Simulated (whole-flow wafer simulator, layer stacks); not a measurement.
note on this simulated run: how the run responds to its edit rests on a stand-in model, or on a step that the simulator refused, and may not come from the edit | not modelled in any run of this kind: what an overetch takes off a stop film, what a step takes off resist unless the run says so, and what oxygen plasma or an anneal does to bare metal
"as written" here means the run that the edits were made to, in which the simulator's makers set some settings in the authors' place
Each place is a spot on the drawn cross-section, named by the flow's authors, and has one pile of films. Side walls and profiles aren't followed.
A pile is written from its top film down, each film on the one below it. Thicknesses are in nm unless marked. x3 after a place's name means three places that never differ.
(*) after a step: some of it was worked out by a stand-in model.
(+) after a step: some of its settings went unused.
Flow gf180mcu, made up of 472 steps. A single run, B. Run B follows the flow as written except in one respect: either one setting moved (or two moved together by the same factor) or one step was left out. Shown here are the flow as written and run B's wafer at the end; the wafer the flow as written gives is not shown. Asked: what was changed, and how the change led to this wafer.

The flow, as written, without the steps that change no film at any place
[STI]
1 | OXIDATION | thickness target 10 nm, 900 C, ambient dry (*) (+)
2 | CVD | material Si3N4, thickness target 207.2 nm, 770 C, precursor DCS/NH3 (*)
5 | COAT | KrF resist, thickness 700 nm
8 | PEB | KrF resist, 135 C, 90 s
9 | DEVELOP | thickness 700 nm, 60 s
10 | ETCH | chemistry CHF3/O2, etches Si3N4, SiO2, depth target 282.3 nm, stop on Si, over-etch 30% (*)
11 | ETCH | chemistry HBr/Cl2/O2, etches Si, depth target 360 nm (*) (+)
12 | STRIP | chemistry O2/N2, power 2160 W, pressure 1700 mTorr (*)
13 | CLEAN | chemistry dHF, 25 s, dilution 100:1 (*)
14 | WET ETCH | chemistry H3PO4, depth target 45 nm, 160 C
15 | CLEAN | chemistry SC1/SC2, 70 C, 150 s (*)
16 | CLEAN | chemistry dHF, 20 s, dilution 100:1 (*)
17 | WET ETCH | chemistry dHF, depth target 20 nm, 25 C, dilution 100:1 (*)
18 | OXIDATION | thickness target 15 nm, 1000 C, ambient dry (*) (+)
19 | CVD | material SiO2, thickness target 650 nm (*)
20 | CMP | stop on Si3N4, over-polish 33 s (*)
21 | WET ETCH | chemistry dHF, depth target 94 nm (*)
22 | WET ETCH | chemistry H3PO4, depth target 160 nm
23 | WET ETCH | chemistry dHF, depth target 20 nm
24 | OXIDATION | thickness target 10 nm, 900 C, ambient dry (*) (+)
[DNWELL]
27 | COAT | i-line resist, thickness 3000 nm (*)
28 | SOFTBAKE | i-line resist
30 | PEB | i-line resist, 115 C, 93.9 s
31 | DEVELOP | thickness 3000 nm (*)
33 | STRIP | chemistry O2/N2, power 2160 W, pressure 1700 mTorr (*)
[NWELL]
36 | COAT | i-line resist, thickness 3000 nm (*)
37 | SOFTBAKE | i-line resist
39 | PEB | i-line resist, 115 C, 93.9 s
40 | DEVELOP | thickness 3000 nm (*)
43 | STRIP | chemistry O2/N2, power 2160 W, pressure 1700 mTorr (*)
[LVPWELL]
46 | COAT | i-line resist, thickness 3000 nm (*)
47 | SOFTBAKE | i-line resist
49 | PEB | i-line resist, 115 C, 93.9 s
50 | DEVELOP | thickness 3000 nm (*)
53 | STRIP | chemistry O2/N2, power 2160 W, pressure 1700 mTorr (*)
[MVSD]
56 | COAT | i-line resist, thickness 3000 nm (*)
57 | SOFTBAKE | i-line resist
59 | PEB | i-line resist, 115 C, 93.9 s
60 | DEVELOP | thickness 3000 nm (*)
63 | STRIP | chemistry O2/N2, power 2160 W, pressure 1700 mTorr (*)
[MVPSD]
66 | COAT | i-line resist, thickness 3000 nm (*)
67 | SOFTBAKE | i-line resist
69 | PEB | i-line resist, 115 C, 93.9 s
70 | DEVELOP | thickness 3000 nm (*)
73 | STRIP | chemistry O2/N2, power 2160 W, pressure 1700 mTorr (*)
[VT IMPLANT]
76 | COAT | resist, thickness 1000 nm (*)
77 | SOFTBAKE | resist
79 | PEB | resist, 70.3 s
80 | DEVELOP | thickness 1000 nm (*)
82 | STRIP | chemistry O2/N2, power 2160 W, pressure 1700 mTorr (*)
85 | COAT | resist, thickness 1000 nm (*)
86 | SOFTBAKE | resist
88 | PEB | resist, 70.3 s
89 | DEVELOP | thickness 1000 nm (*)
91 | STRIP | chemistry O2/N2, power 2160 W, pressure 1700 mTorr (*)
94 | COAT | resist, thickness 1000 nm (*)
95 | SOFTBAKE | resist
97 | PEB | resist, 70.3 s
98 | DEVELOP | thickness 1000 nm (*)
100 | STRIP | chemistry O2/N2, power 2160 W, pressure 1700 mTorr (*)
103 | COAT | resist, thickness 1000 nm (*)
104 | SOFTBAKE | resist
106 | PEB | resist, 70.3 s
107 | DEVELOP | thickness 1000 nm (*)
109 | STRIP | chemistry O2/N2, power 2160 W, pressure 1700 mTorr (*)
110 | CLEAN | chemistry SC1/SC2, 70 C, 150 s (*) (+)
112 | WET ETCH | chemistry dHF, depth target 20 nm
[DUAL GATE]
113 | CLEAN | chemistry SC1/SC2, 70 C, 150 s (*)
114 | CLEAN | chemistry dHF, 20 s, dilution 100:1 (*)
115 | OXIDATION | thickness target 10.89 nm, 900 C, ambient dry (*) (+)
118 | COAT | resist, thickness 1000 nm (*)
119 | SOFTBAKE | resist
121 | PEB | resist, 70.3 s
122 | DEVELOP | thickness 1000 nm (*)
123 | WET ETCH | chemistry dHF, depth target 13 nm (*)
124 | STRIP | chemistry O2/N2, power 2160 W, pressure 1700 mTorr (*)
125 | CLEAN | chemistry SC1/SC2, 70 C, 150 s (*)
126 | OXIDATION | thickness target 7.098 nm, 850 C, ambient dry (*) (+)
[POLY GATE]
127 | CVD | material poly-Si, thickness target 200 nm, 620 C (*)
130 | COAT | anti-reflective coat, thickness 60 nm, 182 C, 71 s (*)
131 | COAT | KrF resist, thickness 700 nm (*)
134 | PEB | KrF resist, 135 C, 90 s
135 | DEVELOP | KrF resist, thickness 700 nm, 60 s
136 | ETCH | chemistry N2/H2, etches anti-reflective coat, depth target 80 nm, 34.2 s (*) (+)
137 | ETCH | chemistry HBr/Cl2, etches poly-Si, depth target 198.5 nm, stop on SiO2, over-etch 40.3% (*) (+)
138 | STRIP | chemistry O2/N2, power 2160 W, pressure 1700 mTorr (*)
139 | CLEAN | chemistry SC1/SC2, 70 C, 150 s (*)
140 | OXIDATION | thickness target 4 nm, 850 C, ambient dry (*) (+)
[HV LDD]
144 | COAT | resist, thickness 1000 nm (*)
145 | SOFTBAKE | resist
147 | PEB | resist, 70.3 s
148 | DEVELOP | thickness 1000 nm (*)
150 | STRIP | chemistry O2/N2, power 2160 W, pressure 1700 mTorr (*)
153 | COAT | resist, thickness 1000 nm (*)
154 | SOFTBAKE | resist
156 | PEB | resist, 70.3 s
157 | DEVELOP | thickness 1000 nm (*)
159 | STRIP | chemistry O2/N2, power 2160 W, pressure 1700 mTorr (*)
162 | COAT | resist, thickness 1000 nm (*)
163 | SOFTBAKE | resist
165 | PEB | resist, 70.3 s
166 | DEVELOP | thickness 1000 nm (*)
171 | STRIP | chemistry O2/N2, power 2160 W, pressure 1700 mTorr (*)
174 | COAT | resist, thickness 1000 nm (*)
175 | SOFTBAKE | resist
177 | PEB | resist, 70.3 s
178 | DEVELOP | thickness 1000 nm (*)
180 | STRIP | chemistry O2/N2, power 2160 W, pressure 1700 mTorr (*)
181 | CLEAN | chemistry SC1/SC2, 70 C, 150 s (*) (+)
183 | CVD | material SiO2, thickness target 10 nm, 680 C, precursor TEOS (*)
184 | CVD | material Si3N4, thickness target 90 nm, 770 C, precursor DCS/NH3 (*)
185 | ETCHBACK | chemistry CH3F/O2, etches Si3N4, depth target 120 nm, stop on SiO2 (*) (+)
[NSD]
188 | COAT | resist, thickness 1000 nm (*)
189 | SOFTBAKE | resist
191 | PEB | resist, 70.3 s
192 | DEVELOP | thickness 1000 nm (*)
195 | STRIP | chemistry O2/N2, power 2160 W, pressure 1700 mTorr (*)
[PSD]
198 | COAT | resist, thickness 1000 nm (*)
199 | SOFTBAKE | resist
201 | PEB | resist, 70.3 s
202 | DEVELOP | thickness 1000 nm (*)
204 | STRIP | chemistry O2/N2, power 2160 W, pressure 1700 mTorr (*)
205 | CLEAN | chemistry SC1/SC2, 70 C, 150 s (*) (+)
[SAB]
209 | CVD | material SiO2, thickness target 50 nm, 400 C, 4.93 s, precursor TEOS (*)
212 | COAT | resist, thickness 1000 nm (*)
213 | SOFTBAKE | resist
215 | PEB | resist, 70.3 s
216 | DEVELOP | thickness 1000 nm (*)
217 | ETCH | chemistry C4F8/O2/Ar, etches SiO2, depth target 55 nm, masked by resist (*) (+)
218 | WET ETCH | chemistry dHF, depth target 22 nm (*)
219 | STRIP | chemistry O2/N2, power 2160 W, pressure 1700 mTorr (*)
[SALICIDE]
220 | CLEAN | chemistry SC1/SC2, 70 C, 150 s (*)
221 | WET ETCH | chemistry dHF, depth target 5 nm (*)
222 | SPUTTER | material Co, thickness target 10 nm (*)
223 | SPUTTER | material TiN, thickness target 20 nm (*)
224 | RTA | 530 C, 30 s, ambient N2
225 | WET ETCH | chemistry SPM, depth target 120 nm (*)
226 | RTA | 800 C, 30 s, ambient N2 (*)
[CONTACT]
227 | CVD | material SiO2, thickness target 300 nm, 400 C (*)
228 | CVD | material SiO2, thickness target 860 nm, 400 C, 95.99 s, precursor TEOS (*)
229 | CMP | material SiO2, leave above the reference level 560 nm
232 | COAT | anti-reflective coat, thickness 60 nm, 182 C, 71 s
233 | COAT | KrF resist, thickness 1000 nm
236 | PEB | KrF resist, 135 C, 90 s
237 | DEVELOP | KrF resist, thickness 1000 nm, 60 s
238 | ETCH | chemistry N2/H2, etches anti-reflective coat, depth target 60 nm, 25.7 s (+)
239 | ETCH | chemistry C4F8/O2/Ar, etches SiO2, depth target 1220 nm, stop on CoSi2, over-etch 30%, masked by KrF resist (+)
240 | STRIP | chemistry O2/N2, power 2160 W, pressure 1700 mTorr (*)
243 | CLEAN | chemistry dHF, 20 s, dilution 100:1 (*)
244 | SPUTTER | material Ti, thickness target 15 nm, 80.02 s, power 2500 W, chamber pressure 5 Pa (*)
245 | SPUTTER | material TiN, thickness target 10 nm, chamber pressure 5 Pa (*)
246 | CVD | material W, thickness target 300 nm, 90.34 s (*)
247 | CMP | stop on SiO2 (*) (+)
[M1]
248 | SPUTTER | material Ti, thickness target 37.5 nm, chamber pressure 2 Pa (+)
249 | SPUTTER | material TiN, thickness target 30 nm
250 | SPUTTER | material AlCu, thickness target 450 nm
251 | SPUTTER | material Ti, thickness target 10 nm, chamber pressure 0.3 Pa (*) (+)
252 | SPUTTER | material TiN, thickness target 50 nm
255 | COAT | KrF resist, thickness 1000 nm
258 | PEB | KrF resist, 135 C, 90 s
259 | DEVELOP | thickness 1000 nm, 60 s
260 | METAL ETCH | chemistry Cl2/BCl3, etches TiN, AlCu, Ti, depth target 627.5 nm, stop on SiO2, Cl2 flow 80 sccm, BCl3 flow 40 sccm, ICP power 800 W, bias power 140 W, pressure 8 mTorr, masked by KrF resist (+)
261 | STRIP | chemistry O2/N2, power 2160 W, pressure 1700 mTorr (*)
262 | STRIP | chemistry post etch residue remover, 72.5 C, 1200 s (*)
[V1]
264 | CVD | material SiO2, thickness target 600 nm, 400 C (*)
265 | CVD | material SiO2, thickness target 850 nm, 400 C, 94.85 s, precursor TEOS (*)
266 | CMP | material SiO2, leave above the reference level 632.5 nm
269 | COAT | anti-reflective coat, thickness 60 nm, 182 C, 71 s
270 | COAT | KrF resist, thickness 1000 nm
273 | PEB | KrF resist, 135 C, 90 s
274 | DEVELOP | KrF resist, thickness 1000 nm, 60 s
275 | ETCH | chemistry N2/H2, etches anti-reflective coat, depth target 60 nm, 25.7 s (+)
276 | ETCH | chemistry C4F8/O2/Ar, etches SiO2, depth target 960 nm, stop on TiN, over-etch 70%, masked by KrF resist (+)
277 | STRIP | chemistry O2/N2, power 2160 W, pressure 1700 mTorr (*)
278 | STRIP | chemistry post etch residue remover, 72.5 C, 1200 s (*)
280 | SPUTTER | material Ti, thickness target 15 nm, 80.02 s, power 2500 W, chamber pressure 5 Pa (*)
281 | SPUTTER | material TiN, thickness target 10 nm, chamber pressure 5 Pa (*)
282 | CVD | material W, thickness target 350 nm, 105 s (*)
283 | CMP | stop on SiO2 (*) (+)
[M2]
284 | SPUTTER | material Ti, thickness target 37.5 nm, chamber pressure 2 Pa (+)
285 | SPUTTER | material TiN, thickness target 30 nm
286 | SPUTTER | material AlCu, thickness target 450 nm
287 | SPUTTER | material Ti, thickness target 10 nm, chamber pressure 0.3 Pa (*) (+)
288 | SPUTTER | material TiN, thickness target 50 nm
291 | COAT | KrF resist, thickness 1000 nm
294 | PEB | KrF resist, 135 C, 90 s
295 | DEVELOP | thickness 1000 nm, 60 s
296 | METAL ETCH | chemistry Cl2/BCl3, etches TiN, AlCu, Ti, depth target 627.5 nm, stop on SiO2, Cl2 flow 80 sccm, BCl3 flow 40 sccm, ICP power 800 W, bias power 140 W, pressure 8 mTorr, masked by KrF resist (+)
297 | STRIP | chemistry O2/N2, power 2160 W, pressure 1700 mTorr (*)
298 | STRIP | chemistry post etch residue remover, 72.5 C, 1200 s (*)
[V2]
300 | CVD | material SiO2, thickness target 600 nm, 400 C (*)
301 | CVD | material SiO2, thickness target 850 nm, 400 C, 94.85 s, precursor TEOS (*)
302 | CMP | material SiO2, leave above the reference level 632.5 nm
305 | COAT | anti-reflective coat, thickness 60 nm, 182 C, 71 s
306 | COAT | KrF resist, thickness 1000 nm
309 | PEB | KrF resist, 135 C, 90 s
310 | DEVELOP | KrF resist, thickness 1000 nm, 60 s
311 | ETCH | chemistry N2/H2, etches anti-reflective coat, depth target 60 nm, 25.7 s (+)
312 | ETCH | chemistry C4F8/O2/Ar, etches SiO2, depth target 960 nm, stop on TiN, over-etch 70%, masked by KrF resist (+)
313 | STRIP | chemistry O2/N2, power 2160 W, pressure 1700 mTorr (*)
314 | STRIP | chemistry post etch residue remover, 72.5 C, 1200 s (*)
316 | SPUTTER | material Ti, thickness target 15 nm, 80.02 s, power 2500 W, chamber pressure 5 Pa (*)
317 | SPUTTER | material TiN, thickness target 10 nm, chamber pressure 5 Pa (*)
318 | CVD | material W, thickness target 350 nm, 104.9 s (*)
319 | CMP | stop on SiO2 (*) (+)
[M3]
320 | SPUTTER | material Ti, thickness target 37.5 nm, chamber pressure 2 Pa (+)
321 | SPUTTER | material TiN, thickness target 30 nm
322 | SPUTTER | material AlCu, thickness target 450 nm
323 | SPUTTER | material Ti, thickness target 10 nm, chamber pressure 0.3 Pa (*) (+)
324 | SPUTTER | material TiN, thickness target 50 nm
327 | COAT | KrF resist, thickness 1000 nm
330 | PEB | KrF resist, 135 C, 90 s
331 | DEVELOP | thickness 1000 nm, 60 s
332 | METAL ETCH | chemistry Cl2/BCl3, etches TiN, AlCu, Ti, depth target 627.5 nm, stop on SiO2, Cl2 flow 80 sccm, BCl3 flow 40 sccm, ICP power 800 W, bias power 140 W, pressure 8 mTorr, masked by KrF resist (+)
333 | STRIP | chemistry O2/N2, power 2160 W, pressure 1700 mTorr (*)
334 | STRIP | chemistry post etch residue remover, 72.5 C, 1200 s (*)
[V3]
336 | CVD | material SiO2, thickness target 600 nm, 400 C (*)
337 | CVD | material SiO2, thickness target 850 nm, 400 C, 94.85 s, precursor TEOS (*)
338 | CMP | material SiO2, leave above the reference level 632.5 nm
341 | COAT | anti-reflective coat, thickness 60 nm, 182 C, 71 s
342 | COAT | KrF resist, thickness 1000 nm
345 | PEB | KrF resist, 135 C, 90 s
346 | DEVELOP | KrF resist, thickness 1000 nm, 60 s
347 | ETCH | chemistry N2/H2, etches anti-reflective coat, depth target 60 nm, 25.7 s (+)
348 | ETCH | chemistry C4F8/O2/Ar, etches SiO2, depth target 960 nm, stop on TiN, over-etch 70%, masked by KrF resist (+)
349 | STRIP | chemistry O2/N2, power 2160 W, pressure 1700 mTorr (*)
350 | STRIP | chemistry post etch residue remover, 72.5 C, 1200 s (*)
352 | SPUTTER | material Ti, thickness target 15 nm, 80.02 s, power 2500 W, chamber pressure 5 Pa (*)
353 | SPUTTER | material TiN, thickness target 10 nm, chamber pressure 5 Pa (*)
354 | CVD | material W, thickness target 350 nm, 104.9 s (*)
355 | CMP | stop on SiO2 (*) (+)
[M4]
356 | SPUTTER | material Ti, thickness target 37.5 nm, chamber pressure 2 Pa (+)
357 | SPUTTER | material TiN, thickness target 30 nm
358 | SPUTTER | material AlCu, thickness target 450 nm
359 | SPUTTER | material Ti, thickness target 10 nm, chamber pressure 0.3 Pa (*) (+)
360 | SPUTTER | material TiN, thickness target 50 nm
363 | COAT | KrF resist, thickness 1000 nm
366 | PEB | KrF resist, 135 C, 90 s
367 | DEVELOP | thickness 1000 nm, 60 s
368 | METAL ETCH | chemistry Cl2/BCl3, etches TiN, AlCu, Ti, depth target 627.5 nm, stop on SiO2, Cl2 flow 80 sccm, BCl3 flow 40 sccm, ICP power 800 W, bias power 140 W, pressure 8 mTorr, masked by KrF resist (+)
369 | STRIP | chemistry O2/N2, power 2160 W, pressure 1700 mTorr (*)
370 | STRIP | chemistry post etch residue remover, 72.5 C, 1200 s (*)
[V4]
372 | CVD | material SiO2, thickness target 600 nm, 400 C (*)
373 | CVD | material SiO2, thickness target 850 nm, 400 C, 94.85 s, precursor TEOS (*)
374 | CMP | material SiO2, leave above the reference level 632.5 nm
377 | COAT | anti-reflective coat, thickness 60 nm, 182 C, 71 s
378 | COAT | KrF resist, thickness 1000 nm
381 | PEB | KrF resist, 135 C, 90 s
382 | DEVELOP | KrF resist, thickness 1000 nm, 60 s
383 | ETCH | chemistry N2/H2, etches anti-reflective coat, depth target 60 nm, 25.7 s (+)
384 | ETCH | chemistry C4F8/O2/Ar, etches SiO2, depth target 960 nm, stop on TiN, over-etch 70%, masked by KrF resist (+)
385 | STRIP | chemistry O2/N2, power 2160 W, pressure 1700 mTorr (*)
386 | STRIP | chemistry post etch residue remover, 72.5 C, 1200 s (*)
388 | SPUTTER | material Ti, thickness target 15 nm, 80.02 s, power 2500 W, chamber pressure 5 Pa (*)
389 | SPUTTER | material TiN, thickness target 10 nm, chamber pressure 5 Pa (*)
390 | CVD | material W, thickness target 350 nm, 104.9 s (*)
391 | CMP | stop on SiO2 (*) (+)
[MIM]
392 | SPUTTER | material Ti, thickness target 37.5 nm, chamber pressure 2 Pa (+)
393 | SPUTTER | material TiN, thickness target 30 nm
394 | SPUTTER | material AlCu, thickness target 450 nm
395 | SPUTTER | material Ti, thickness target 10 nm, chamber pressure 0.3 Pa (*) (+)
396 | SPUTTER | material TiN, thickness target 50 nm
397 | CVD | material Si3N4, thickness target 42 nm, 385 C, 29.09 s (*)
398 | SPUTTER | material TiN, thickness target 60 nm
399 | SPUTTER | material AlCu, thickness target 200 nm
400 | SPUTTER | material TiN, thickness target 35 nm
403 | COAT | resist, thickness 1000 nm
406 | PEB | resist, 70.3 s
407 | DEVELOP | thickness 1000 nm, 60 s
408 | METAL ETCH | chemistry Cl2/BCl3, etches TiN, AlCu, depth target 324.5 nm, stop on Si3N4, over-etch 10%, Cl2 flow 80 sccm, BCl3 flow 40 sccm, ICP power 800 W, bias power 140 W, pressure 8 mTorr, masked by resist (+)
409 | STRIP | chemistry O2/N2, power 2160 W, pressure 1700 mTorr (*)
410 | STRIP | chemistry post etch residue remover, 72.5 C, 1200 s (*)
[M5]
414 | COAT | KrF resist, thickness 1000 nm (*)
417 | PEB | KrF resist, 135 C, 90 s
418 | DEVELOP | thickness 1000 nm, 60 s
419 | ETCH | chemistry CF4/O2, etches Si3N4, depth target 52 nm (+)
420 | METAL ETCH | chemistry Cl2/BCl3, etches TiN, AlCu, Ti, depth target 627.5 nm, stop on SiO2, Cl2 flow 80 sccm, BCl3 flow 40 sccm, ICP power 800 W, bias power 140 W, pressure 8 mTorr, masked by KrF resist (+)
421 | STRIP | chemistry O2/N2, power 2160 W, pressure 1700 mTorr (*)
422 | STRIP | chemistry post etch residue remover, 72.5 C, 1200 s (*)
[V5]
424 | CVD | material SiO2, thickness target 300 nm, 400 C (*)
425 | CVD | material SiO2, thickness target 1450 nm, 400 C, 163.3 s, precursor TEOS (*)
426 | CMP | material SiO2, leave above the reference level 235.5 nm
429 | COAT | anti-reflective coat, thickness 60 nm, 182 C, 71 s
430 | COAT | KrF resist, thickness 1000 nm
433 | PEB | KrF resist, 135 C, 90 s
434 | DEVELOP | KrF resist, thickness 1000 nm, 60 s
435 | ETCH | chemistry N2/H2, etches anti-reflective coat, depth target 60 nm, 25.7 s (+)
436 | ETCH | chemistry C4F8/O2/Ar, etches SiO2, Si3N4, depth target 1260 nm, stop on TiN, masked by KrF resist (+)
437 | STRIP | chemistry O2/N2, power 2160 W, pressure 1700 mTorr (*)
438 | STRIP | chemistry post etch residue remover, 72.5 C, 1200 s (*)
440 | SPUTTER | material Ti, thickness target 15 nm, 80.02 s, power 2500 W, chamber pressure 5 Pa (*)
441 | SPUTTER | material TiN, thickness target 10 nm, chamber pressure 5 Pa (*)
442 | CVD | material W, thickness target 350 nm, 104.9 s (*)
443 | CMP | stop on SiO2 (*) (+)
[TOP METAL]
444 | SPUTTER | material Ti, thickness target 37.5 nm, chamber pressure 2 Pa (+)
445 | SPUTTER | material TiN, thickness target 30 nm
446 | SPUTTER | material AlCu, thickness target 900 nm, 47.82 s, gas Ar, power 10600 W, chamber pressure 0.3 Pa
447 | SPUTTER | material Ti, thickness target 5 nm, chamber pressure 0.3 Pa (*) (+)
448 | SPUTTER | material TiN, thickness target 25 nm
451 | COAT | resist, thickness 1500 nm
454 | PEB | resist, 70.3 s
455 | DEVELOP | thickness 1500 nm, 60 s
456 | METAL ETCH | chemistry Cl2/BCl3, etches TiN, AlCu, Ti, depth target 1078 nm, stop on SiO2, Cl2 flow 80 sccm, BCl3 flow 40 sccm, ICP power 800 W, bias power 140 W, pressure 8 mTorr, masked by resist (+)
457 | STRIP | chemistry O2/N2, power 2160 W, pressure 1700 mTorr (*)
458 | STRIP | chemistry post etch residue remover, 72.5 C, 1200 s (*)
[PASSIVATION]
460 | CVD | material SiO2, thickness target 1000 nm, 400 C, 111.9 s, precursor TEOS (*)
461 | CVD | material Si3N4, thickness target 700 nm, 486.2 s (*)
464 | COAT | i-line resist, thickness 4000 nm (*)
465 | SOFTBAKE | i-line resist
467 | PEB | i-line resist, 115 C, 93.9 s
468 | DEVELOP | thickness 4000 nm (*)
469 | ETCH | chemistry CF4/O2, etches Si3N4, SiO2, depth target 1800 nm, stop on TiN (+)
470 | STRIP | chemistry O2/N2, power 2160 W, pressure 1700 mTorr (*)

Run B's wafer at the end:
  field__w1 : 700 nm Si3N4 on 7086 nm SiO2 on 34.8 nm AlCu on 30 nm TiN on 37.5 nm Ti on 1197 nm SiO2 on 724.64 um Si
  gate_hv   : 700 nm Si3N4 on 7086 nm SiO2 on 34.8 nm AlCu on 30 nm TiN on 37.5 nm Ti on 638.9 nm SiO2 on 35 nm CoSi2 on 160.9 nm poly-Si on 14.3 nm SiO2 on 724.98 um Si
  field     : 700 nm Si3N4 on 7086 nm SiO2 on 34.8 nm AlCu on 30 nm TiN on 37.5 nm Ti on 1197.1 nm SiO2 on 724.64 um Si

The reason: step 250, SPUTTER: thickness target 608 nm was run, whereas the flow has thickness target 450 nm.

Step by step, how the change led to this:
  250 | SPUTTER | material AlCu, thickness target 450 nm
      field, field__w1, field__w2 and 108 more: AlCu gains 608 (new film) (as written it would have been: AlCu gains 450 (new film))
  260 | METAL ETCH | chemistry Cl2/BCl3, etches TiN, AlCu, Ti, depth target 627.5 nm, stop on SiO2, Cl2 flow 80 sccm, BCl3 flow 40 sccm, ICP power 800 W, bias power 140 W, pressure 8 mTorr, masked by KrF resist (+)
      field, field__w1, field__w2 and 99 more: TiN loses 50 (all of it), Ti loses 10 (all of it), AlCu loses 567.5 (as written it would have been: TiN loses 50 (all of it), Ti loses 10 (all of it), AlCu loses 450 (all of it), TiN loses 30 (all of it), Ti loses 37.5 (all of it))
  262 | STRIP | chemistry post etch residue remover, 72.5 C, 1200 s (*)
      field, field__w1, field__w2 and 99 more: AlCu loses 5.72 (as written it would have been: nothing)
  264 | CVD | material SiO2, thickness target 600 nm, 400 C (*)
      field, field__w1, field__w2 and 99 more: SiO2 gains 600 (new film) (as written it would have been: SiO2 gains 600)
  266 | CMP | material SiO2, leave above the reference level 632.5 nm
      field, field__w1, field__w2 and 99 more: SiO2 loses 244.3 (as written it would have been: SiO2 loses 300)
With metal films that touch counted as one body, field__w1 has 1 body; the flow as written gives 0 bodies.
With metal films that touch counted as one body, gate_hv has 2 bodies (between them, from the top down: SiO2 638.9); the flow as written gives 1 body.
With metal films that touch counted as one body, field has 1 body; the flow as written gives 0 bodies.
